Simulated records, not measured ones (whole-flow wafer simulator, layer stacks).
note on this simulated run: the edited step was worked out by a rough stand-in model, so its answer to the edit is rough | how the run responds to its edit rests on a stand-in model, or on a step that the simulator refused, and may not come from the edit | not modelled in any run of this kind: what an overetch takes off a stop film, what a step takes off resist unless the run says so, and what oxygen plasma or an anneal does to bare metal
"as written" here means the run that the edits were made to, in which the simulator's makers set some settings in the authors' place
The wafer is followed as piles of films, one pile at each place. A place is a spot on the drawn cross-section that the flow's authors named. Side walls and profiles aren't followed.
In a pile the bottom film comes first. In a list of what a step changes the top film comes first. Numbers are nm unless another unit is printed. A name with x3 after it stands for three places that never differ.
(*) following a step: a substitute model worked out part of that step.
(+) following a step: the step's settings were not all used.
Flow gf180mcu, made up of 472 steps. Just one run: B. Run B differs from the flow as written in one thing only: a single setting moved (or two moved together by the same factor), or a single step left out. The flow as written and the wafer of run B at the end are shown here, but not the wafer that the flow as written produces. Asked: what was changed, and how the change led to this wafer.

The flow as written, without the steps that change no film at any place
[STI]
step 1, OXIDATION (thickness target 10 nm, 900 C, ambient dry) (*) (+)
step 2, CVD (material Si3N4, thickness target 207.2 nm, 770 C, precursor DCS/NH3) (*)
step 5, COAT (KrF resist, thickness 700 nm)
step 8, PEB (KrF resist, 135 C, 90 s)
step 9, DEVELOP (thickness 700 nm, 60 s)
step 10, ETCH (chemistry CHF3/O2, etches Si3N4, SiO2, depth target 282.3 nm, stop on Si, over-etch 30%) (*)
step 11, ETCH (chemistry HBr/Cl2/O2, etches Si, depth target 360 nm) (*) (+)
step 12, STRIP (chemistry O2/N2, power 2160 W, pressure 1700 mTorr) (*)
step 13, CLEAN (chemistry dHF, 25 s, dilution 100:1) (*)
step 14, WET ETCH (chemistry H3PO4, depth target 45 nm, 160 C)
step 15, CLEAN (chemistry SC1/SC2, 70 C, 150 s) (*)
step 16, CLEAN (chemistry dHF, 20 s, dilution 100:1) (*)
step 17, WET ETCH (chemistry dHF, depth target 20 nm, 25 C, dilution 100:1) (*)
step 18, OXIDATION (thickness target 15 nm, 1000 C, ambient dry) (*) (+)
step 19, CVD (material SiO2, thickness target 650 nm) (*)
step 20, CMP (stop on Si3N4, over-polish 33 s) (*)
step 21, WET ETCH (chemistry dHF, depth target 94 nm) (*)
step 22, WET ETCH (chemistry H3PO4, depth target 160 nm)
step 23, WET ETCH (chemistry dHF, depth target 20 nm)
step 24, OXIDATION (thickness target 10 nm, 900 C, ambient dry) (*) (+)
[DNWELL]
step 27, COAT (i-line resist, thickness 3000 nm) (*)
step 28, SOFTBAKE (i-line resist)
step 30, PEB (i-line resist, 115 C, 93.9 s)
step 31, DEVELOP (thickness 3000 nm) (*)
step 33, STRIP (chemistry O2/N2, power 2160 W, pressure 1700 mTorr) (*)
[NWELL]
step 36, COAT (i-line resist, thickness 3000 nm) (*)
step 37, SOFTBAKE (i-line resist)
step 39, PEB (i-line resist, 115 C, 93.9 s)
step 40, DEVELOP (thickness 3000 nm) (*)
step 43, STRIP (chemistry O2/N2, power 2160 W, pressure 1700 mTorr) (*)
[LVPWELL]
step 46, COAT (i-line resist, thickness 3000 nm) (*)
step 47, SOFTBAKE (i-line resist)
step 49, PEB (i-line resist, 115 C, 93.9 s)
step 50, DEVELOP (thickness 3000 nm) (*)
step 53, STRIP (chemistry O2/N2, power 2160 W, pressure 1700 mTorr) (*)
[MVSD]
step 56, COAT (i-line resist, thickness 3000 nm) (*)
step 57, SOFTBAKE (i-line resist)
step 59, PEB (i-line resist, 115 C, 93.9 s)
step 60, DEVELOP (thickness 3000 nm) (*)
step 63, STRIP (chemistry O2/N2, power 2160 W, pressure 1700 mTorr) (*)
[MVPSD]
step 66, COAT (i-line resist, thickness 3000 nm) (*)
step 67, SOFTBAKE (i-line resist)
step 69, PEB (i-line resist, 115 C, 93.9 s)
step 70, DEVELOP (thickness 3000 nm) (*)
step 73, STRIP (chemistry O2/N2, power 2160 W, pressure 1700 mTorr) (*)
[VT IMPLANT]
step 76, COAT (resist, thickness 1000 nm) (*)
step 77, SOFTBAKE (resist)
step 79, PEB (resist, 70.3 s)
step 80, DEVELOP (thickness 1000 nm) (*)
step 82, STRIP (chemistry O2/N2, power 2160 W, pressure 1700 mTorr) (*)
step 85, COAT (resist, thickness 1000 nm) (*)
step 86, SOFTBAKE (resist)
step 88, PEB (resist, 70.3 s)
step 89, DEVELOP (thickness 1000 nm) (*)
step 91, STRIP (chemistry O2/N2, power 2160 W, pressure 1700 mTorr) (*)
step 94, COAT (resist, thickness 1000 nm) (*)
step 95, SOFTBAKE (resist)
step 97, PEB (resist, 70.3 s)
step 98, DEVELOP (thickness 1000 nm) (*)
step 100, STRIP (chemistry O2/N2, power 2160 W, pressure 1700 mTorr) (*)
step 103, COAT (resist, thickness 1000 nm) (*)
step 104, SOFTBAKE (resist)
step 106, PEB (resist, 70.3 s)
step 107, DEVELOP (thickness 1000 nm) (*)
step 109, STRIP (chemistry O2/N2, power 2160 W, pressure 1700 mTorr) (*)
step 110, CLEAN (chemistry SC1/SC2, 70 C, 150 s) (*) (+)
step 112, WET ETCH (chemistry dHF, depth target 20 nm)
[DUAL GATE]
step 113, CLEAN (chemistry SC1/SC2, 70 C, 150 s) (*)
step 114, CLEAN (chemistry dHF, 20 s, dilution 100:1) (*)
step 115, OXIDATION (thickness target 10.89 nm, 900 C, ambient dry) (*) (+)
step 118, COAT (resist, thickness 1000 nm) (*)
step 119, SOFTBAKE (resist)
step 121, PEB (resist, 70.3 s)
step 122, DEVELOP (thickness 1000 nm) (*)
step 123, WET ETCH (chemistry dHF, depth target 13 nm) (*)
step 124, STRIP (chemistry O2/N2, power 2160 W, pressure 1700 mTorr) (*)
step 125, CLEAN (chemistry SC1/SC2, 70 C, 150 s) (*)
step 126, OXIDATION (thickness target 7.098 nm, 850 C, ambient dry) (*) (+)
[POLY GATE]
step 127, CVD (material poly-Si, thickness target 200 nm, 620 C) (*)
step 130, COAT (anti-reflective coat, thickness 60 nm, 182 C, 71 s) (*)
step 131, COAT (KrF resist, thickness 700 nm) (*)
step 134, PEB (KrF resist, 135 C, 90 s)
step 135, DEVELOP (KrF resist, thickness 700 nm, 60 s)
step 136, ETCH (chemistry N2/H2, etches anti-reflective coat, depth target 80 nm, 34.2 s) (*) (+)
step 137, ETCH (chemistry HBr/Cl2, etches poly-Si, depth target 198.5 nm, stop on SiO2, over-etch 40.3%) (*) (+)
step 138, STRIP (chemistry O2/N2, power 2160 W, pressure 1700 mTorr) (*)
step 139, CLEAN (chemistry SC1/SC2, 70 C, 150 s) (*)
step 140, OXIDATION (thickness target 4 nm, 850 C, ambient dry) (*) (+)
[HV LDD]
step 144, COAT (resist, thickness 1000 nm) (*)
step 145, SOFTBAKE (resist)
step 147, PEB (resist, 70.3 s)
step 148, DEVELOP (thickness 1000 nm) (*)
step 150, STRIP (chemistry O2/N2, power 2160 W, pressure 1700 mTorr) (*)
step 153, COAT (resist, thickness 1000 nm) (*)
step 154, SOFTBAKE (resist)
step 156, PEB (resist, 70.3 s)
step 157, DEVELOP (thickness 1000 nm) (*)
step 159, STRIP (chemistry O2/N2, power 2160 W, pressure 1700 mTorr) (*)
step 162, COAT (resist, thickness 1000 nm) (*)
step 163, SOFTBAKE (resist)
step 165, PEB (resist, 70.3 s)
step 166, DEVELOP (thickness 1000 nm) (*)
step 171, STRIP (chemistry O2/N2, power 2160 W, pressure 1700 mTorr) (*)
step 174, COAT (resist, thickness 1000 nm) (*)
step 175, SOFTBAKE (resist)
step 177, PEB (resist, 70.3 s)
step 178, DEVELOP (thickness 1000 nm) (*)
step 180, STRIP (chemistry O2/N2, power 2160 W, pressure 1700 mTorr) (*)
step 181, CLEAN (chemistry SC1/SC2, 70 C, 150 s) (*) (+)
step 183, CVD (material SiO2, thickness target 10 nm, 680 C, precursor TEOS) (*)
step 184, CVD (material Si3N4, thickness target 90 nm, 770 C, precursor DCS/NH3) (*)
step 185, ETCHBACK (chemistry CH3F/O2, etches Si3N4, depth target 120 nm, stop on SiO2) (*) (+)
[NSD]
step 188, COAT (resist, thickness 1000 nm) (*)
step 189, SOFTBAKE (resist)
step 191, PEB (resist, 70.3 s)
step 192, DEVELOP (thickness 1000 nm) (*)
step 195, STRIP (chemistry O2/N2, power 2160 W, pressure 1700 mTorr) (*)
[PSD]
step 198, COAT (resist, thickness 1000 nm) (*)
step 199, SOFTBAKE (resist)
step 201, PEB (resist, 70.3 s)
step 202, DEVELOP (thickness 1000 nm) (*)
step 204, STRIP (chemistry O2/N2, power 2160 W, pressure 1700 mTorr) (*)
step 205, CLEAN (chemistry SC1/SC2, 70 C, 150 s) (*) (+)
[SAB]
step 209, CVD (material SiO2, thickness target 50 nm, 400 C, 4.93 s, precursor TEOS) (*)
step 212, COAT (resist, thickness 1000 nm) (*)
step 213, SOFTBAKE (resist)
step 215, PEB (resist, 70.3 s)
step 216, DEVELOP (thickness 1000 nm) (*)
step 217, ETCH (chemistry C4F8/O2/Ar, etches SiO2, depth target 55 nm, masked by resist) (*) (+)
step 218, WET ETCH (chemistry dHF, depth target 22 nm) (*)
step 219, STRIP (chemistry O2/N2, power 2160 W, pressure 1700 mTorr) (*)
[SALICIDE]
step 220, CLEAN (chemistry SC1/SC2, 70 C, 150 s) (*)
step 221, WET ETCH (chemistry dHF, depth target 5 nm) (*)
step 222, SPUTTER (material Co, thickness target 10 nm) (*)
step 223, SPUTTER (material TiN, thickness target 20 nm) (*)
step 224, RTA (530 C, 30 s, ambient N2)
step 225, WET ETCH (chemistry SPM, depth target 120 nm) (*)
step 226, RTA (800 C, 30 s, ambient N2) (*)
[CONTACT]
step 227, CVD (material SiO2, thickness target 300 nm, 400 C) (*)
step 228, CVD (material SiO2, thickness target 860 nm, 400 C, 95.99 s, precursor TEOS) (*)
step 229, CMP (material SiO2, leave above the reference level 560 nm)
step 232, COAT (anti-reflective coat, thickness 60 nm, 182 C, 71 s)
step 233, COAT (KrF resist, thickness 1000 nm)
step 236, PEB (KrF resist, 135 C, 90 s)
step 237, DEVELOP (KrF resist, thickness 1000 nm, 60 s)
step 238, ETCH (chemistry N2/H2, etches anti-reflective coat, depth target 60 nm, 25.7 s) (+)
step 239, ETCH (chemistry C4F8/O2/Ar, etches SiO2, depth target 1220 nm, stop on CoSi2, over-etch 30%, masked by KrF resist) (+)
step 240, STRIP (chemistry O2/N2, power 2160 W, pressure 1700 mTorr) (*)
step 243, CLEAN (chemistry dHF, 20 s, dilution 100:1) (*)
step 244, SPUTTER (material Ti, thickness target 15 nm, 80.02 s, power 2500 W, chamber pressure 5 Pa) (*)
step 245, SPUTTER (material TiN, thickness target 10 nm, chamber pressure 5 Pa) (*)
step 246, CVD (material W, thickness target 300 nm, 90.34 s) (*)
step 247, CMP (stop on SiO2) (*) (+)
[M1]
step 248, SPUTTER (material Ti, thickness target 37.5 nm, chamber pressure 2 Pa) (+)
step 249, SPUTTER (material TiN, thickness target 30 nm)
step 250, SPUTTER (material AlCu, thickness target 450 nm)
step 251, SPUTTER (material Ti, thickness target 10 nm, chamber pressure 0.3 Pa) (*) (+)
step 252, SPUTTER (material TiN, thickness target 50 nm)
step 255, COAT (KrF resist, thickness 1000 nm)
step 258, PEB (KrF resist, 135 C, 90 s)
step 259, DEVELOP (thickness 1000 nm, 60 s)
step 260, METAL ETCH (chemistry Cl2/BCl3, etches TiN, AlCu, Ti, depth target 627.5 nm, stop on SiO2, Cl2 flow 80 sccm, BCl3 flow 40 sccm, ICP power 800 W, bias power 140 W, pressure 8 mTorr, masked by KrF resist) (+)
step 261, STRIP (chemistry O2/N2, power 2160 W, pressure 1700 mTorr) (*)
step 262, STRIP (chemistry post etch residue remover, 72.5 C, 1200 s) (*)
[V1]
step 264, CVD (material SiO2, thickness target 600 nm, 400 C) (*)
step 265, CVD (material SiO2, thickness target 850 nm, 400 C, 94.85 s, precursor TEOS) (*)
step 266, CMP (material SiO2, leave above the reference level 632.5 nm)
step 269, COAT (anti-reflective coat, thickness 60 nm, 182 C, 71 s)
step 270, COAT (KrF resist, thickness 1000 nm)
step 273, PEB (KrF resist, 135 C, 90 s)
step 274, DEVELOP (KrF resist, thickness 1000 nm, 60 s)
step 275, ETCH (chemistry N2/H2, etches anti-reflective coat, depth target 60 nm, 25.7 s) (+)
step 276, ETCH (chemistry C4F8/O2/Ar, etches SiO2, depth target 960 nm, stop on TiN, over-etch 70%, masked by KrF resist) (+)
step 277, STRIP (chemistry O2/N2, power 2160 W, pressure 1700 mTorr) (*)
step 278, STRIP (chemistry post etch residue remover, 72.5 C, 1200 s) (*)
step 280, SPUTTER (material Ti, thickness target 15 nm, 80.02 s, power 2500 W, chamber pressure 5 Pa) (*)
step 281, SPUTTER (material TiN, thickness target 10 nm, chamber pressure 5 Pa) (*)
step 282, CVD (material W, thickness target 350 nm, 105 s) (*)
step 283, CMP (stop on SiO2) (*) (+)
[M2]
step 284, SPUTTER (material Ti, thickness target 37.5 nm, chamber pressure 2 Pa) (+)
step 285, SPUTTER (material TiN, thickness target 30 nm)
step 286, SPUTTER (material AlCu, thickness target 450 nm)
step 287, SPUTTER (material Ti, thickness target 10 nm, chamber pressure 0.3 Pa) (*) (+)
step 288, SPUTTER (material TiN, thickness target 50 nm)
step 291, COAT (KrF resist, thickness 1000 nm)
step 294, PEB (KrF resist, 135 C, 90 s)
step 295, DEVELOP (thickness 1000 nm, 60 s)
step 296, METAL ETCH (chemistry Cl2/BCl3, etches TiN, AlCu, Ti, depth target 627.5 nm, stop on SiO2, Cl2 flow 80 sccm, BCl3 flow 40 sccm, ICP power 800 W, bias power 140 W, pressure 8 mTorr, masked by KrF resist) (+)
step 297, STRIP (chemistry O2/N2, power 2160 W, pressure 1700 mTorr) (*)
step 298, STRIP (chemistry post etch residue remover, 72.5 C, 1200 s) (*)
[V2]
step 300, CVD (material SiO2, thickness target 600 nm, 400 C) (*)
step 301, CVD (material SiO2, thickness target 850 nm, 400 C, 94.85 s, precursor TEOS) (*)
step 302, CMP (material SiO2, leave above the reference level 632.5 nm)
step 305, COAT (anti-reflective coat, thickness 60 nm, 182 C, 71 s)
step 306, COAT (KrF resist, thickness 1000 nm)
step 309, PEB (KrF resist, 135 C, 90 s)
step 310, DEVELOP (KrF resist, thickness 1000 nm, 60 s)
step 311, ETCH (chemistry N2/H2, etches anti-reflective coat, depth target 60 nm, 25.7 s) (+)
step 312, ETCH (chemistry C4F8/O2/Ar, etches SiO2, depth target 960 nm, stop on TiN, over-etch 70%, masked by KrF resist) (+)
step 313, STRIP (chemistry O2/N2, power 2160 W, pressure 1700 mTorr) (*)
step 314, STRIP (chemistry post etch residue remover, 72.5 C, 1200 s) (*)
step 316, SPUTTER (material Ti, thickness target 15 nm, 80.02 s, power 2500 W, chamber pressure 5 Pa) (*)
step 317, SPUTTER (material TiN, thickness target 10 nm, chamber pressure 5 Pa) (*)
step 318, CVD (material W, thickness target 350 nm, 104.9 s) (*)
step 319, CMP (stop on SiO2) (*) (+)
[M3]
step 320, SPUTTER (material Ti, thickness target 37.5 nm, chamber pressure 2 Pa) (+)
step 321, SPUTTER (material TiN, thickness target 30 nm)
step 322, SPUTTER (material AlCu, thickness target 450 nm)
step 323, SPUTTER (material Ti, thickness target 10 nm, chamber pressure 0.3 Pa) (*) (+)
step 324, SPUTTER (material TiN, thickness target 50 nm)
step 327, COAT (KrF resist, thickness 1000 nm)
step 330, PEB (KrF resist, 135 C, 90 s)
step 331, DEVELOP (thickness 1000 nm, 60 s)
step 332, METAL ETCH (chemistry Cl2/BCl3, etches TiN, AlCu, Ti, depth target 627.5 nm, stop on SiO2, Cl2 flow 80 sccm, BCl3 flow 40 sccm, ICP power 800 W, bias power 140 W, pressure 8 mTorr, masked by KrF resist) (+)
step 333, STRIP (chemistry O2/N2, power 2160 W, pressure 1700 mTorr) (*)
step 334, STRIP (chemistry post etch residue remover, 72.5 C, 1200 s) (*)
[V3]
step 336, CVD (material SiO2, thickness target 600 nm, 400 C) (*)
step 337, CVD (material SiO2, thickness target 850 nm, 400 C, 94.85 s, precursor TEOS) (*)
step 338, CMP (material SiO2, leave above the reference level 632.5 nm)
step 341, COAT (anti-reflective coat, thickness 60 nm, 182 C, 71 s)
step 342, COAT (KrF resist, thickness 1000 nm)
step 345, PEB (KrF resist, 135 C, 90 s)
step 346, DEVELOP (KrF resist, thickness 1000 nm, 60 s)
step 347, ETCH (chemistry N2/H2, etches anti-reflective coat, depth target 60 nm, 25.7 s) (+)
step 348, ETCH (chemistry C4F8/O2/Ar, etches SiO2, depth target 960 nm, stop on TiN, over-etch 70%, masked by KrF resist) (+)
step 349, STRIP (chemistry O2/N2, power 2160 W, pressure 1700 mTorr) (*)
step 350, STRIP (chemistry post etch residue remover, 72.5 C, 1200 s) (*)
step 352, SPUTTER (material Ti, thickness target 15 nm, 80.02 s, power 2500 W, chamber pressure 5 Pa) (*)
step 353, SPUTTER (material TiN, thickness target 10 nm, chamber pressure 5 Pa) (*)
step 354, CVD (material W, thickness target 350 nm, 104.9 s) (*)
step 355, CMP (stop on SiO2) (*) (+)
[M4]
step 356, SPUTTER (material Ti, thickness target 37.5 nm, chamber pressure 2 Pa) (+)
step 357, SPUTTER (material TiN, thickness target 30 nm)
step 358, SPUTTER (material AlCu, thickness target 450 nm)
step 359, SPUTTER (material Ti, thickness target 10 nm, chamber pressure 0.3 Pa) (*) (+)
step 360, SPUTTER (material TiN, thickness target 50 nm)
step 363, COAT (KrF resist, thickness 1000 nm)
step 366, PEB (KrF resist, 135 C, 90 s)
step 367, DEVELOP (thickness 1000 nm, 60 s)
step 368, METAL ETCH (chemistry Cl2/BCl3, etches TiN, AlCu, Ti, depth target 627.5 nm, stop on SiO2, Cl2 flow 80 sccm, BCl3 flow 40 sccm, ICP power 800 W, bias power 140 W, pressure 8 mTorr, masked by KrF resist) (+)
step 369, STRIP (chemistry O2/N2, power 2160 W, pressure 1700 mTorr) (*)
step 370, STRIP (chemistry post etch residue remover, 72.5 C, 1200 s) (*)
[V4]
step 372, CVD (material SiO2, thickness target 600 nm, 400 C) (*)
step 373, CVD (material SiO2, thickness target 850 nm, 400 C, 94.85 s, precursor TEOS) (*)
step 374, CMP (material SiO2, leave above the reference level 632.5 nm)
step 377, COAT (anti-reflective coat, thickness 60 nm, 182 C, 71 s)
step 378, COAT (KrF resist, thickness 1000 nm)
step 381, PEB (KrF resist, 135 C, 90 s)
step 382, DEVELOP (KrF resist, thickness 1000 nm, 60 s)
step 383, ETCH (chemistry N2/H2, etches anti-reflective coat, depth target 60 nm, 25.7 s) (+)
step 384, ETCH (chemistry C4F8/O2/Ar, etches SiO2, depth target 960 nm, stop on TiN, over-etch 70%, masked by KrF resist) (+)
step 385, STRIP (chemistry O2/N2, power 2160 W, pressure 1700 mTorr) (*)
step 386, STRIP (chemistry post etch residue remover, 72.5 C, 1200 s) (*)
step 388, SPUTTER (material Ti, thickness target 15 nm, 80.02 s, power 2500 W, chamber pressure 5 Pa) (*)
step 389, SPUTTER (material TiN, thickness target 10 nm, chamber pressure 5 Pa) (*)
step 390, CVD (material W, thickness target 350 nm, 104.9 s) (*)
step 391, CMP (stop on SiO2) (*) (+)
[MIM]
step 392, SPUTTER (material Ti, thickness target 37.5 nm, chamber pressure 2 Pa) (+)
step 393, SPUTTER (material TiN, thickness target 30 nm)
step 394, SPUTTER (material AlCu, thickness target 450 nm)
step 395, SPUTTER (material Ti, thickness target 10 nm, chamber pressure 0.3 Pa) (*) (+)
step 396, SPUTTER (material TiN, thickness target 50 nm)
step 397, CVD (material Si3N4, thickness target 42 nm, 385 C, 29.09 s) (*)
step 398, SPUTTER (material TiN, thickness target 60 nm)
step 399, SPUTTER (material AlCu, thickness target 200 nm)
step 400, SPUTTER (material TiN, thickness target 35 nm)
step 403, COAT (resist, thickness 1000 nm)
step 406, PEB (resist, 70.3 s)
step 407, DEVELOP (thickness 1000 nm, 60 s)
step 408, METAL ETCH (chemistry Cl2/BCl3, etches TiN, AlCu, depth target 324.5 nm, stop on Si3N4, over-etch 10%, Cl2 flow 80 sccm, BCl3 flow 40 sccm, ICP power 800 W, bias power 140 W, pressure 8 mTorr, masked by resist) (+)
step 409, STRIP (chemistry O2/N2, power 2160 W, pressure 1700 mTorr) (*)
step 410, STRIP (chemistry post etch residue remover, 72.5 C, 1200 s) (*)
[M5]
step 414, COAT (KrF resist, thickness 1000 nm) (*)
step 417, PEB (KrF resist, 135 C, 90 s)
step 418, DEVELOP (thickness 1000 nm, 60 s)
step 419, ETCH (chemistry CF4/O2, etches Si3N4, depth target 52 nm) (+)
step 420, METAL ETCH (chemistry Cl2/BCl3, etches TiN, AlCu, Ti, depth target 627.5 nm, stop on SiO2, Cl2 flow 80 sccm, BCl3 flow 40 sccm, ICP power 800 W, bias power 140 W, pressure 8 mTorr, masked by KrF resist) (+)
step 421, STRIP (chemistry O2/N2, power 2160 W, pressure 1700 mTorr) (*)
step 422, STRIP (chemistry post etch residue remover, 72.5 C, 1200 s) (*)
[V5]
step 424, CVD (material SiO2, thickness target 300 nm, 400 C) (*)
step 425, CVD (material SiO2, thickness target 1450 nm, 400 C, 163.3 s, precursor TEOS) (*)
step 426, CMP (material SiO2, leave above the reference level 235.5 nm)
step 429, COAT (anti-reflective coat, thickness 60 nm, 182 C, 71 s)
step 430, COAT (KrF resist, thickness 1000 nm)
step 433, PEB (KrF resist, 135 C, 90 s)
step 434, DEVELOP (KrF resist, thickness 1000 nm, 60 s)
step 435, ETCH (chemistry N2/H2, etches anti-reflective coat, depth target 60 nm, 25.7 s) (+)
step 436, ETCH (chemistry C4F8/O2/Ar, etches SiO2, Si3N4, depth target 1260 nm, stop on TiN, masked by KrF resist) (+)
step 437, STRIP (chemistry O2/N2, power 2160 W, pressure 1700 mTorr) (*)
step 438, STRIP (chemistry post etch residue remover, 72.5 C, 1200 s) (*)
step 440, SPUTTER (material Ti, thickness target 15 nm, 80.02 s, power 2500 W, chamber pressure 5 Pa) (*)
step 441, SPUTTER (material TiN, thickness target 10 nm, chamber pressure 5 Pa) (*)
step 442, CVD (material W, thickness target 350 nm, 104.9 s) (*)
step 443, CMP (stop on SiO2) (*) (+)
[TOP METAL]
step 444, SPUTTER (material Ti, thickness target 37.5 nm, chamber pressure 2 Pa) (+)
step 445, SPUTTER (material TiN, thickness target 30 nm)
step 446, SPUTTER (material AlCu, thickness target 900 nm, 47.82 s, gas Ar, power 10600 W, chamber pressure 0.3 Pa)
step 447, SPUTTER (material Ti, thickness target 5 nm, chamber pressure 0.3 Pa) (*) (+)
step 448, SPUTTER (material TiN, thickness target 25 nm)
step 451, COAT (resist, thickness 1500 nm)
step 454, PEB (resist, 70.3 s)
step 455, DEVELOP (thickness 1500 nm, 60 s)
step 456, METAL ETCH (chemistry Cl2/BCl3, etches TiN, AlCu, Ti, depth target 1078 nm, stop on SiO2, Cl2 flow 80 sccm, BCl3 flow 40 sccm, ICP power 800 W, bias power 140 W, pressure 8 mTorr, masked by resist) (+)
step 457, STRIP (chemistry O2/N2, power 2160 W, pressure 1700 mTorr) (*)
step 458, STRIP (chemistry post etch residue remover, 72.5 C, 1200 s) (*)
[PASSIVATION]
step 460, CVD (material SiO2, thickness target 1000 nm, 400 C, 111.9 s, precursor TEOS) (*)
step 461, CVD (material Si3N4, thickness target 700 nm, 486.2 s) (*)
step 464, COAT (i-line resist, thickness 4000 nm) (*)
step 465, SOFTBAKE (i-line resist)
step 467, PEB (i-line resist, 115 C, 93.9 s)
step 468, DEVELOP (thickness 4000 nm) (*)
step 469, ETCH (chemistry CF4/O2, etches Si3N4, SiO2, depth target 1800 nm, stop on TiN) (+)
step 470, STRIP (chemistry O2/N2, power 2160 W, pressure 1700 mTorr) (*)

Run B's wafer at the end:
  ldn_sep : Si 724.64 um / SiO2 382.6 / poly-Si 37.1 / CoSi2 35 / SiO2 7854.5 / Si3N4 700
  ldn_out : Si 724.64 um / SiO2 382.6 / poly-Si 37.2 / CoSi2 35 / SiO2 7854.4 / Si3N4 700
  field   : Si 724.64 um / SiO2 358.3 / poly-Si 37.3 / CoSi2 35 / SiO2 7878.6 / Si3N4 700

The reason: step 137, ETCH: depth target 87.3 nm was run, though the flow has depth target 198.5 nm.

The path from the change to this, step by step:
  step 137, ETCH (chemistry HBr/Cl2, etches poly-Si, depth target 198.5 nm, stop on SiO2, over-etch 40.3%) (*) (+)
      field__w3, field__w12, field_sub and 14 more: -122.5 poly-Si (as written it would have been: -199 poly-Si (all of it), -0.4 SiO2)
      field__w6, sti, m1 and 11 more: -122.5 poly-Si (as written it would have been: -198.8 poly-Si (all of it), -0.4 SiO2)
      (as well as at 61 more places)
  step 138, STRIP (chemistry O2/N2, power 2160 W, pressure 1700 mTorr) (*)
      field, field__w1, field__w2 and 61 more: +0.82 chemical SiO2 (new film), -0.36 poly-Si (as written it would have been: nothing)
      gate: +0.67 chemical SiO2 (new film), -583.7 KrF resist (all of it), -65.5 anti-reflective coat (all of it), -0.3 poly-Si (as written it would have been: +0.68 chemical SiO2 (new film), -531.7 KrF resist (all of it), -65.5 anti-reflective coat (all of it), -0.3 poly-Si)
      (as well as at 27 more places)
  step 139, CLEAN (chemistry SC1/SC2, 70 C, 150 s) (*)
      field, field__w1, field__w2 and 34 more: -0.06 chemical SiO2, -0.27 poly-Si (as written it would have been: -0.68 SiO2)
  step 140, OXIDATION (thickness target 4 nm, 850 C, ambient dry) (*) (+)
      field, field__w1, field__w2 and 21 more: +4 SiO2 (new film), -0.76 chemical SiO2 (all of it), -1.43 poly-Si (as written it would have been: +0.15 SiO2, -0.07 Si)
      active_hv, active_nat, ld_sd_n and 11 more: +4 SiO2 (new film), -0.76 chemical SiO2 (all of it), -1.43 poly-Si (as written it would have been: +0.96 SiO2, -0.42 Si)
      (as well as at 26 more places)
  step 144, COAT (resist, thickness 1000 nm) (*)
      polyc_n, polyc_p: +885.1 resist (new film) (as written it would have been: +817.8 resist (new film))
      field_sub__w4: +1024.4 resist (new film) (as written it would have been: +1047.7 resist (new film))
      (as well as at 30 more places)
  step 145, SOFTBAKE (resist)
      nw_enc_fld_lv__w3: -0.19 resist (as written it would have been: +2.63 resist)
      ldn_src: nothing (as written it would have been: -0.68 resist)
      (as well as at 70 more places)
  step 147, PEB (resist, 70.3 s)
      polyc_n, polyc_n_rim, polyc_p, polyc_p_rim: -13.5 resist (as written it would have been: -12.2 resist)
      ldn_ch, ldn_acc, ldp_ch, ldp_acc: -14.2 resist (as written it would have been: -13 resist)
      (as well as at 25 more places)
  step 148, DEVELOP (thickness 1000 nm) (*)
      gate: -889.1 resist (all of it) (as written it would have been: -822.7 resist (all of it))
      npoly_u: -885.5 resist (all of it) (as written it would have been: -821.5 resist (all of it))
      (as well as at 3 more places)
  step 150, STRIP (chemistry O2/N2, power 2160 W, pressure 1700 mTorr) (*)
      field_sub__w4: -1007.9 resist (all of it) (as written it would have been: -1030.9 resist (all of it))
      gate_hv: -886.6 resist (all of it) (as written it would have been: -824.2 resist (all of it))
      (as well as at 27 more places)
  step 153, COAT (resist, thickness 1000 nm) (*)
      polyc_n, polyc_p: +885.1 resist (new film) (as written it would have been: +817.8 resist (new film))
      field_sub__w4: +1024.4 resist (new film) (as written it would have been: +1047.7 resist (new film))
      (as well as at 30 more places)
  step 154, SOFTBAKE (resist)
      nw_enc_fld_lv__w3: -0.19 resist (as written it would have been: +2.63 resist)
      ldn_src: nothing (as written it would have been: -0.68 resist)
      (as well as at 70 more places)
  step 156, PEB (resist, 70.3 s)
      polyc_n, polyc_n_rim, polyc_p, polyc_p_rim: -13.5 resist (as written it would have been: -12.2 resist)
      ldn_ch, ldn_acc, ldp_ch, ldp_acc: -14.2 resist (as written it would have been: -13 resist)
      (as well as at 25 more places)
  step 157, DEVELOP (thickness 1000 nm) (*)
      gate_p: -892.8 resist (all of it) (as written it would have been: -828.7 resist (all of it))
      ppoly_u: -888.8 resist (all of it) (as written it would have been: -827 resist (all of it))
      (as well as at 4 more places)
  step 159, STRIP (chemistry O2/N2, power 2160 W, pressure 1700 mTorr) (*)
      field_sub__w4: -1007.9 resist (all of it) (as written it would have been: -1030.9 resist (all of it))
      gate: -889.1 resist (all of it) (as written it would have been: -822.7 resist (all of it))
      (as well as at 26 more places)
  step 162, COAT (resist, thickness 1000 nm) (*)
      polyc_n, polyc_p: +885.1 resist (new film) (as written it would have been: +817.8 resist (new film))
      field_sub__w4: +1024.4 resist (new film) (as written it would have been: +1047.7 resist (new film))
      (as well as at 30 more places)
  step 163, SOFTBAKE (resist)
      nw_enc_fld_lv__w3: -0.19 resist (as written it would have been: +2.63 resist)
      ldn_src: nothing (as written it would have been: -0.68 resist)
      (as well as at 70 more places)
  ... 36 other steps ...
  step 246, CVD (material W, thickness target 300 nm, 90.34 s) (*)
      polyc_n, polyc_p: +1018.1 W (new film) (as written it would have been: +936.1 W (new film))
With metal films that touch counted as one body, ldn_sep has 1 body; the flow as written gives 0 bodies.
With metal films that touch counted as one body, ldn_out has 1 body; the flow as written gives 0 bodies.
With metal films that touch counted as one body, field has 1 body; the flow as written gives 0 bodies.
